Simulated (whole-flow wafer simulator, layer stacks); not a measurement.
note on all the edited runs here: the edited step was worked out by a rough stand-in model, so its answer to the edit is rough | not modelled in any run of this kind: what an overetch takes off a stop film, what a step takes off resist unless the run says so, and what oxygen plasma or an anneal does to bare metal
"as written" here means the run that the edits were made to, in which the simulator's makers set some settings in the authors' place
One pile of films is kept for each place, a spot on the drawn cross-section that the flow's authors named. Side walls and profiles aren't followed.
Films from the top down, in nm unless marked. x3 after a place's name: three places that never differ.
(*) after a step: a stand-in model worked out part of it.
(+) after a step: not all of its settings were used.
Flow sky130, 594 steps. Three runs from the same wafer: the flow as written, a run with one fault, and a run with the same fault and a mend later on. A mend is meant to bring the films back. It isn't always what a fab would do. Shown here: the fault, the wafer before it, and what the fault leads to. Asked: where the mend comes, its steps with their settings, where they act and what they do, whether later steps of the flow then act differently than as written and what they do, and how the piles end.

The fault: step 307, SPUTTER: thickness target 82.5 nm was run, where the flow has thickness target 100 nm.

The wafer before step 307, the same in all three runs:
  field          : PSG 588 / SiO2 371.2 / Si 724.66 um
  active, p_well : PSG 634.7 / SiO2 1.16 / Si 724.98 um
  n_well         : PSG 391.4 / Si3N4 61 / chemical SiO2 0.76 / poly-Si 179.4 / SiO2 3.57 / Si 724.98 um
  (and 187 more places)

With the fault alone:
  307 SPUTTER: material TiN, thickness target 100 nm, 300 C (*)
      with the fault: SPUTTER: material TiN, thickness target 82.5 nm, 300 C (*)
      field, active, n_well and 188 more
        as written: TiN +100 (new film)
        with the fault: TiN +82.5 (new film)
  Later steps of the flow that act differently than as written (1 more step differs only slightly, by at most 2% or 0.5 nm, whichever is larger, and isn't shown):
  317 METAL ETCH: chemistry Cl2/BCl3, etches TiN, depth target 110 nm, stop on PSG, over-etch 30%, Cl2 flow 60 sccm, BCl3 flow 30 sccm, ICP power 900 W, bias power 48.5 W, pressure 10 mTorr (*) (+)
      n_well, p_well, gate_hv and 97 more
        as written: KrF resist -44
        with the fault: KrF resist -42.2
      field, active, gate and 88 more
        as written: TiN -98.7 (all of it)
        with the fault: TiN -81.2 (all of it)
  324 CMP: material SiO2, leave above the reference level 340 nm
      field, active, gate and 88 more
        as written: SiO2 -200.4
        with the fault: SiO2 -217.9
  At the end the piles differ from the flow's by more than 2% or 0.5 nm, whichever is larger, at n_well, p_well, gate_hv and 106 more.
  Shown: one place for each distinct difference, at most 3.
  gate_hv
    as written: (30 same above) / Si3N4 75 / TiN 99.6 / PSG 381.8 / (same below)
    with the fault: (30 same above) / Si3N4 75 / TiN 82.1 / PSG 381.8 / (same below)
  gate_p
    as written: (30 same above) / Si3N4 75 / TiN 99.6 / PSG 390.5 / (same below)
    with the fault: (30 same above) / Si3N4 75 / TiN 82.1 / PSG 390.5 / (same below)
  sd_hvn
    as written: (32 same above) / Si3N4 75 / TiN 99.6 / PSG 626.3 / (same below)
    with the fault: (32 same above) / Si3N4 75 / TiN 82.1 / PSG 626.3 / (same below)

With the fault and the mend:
  The mend comes after step 307.
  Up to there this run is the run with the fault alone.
  307a SPUTTER: material TiN, thickness target 17.5 nm, 300 C (*) (the flow's step 307 once more, with other settings)
      field, active, n_well and 188 more
        TiN +17.5
  No later step of the flow acts differently than as written, at any place that is followed, by more than 2% or 0.5 nm, whichever is larger.
  At the end the piles are the same as the flow's at every place that both follow.
